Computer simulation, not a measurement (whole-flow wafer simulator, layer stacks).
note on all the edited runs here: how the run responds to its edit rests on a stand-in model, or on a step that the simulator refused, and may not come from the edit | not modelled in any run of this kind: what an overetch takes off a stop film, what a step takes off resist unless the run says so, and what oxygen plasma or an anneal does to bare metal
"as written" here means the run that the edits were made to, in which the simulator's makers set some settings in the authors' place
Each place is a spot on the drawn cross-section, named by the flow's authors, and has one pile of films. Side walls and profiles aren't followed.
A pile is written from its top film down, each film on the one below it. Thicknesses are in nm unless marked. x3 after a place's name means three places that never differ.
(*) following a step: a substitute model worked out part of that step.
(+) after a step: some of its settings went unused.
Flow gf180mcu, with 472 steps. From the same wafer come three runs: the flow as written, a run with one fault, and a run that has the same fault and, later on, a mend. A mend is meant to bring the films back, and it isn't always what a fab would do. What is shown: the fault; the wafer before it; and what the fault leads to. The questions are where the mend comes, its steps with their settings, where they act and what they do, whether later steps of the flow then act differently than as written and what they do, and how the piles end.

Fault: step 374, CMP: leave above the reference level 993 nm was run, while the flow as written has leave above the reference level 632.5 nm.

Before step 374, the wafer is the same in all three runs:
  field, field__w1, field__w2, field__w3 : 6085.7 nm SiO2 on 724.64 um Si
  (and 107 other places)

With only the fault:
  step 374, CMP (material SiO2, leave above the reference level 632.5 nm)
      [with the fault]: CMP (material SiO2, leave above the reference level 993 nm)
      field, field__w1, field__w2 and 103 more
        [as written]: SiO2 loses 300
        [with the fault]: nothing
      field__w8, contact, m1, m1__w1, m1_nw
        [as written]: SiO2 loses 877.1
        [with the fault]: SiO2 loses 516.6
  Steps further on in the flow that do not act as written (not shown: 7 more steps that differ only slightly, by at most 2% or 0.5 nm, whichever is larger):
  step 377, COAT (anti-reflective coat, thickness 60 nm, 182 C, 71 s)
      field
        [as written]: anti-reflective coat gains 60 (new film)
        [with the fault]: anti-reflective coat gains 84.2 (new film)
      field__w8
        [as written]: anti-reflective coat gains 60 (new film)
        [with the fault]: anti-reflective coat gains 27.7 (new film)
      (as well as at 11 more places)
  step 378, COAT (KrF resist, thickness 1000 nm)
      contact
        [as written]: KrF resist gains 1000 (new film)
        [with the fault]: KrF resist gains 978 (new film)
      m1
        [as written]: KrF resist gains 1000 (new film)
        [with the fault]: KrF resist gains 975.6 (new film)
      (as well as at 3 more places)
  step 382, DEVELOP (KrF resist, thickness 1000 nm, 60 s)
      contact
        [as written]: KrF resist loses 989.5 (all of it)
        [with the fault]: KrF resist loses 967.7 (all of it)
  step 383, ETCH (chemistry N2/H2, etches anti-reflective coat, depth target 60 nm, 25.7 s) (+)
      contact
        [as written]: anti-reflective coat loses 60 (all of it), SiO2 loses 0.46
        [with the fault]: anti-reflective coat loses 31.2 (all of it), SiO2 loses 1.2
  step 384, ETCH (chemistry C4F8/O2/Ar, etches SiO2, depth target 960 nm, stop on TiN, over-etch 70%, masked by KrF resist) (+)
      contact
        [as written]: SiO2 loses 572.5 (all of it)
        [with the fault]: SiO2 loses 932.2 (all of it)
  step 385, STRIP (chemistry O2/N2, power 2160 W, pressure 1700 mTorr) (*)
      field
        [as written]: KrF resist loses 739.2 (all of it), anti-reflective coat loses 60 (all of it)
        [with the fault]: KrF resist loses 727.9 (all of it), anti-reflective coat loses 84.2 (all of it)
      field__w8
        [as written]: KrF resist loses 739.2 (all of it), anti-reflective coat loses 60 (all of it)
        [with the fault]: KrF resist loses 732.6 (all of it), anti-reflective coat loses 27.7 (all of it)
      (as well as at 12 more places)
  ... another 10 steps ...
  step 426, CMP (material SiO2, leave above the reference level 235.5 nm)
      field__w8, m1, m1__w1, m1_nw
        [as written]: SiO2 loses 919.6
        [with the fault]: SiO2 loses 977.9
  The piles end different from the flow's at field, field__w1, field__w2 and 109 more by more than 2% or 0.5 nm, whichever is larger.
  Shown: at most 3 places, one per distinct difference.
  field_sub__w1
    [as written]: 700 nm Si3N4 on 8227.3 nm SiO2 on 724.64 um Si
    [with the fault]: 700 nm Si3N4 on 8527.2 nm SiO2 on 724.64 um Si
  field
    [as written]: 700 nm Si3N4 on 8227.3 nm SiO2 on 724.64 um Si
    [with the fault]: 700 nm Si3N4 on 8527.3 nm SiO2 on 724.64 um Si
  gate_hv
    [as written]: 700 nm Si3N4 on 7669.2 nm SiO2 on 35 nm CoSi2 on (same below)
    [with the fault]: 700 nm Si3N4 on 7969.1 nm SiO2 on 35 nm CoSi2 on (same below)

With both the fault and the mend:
  After step 382 comes the mend.
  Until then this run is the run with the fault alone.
  step 382a, STRIP (chemistry O2/N2, power 2160 W, pressure 1700 mTorr) (*)
      iso_ptap_pw, iso_ntap_nw, iso_nw_fld and 33 more
        KrF resist loses 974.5 (all of it), anti-reflective coat loses 60 (all of it)
      field_sub, field_sub__w1, field_sub__w2 and 11 more
        KrF resist loses 975 (all of it), anti-reflective coat loses 60.2 (all of it)
      field__w2, field__w3, field__w6 and 10 more
        KrF resist loses 975.2 (all of it), anti-reflective coat loses 60.2 (all of it)
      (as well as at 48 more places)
  step 382b, CMP (material SiO2, leave above the reference level 632.5 nm) (the flow's step 374 again)
      field, field__w1, field__w2 and 103 more
        SiO2 loses 300
      field__w8, contact, m1, m1__w1, m1_nw
        SiO2 loses 360.5
  step 382c, HMDS (120 C, 60 s) (the flow's step 376 again)
      leaves every film unchanged at each place that is followed
  step 382d, COAT (anti-reflective coat, thickness 60 nm, 182 C, 71 s) (the flow's step 377 again)
      field, field__w1, field__w2 and 108 more
        anti-reflective coat gains 60 (new film)
  step 382e, COAT (KrF resist, thickness 1000 nm) (the flow's step 378 again)
      field, field__w1, field__w2 and 108 more
        KrF resist gains 1000 (new film)
  step 382f, SOFTBAKE (KrF resist) (the flow's step 379 again)
      leaves every film unchanged at each place that is followed
  step 382g, EXPOSE (photomask Via4) (the flow's step 380 again)
      leaves every film unchanged at each place that is followed
  step 382h, PEB (KrF resist, 135 C, 90 s) (the flow's step 381 again)
      field, field__w1, field__w2 and 108 more
        KrF resist loses 10.5
  step 382i, DEVELOP (KrF resist, thickness 1000 nm, 60 s) (the flow's step 382 again)
      field, field__w1, field__w2 and 107 more
        KrF resist loses 14.9
      contact
        KrF resist loses 989.5 (all of it)
  None of the later steps of the flow acts differently than as written at any place that is followed.
  At every place that both follow, the piles at the end match the flow's.
